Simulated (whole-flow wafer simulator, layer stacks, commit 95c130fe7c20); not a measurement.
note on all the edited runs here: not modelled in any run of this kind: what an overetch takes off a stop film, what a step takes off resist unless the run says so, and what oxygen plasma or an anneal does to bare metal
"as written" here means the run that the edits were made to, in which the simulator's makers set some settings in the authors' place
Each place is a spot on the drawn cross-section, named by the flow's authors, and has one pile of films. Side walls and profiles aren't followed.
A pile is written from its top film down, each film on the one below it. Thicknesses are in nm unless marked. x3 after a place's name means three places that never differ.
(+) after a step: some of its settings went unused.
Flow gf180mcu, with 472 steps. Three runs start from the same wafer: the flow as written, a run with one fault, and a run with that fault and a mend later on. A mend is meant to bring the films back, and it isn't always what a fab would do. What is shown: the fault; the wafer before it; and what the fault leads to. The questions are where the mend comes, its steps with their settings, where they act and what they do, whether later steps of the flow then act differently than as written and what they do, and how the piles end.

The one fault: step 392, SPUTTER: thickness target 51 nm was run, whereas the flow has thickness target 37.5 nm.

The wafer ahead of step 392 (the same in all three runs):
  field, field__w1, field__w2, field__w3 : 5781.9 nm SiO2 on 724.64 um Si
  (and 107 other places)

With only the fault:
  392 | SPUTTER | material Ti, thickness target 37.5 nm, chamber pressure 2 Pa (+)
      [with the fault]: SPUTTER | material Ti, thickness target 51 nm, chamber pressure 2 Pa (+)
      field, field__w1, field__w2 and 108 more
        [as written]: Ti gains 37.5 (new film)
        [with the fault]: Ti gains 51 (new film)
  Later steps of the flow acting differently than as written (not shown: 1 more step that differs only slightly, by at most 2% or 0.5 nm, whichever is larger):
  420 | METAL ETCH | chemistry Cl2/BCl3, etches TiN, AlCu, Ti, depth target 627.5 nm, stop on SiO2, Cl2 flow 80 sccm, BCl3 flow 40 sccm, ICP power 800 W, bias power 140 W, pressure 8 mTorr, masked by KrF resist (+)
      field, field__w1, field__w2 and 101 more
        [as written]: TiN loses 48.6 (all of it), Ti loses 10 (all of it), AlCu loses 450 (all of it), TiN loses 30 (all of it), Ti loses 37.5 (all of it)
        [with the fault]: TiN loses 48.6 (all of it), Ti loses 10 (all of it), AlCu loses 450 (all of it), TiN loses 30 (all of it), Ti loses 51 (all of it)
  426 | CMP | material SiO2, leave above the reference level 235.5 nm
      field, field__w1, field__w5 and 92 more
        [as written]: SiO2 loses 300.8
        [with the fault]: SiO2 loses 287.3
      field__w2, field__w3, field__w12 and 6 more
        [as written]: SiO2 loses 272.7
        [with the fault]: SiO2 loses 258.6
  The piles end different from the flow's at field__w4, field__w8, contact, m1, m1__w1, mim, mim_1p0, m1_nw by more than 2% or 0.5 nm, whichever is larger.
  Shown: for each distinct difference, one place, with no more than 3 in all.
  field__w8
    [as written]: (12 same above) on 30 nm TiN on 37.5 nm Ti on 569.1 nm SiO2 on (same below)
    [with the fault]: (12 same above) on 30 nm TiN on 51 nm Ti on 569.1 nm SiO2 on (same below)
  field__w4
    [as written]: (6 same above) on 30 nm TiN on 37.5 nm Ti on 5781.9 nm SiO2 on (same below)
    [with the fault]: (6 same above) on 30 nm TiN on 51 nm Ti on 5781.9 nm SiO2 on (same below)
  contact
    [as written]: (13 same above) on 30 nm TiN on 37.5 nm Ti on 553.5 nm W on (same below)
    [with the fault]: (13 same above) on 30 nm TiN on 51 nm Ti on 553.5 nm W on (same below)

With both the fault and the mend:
  The mend stands after step 392.
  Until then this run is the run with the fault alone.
  392a | METAL ETCH | chemistry Cl2/BCl3, etches TiN, AlCu, Ti, depth target 13.5 nm, Cl2 flow 80 sccm, BCl3 flow 40 sccm, ICP power 800 W, bias power 140 W, pressure 8 mTorr (the flow's step 260 again, with other settings)
      field, field__w1, field__w2 and 108 more
        Ti loses 13.5
  None of the later steps of the flow acts differently than as written at any place that is followed.
  The piles end the same as the flow's at every place that both follow.
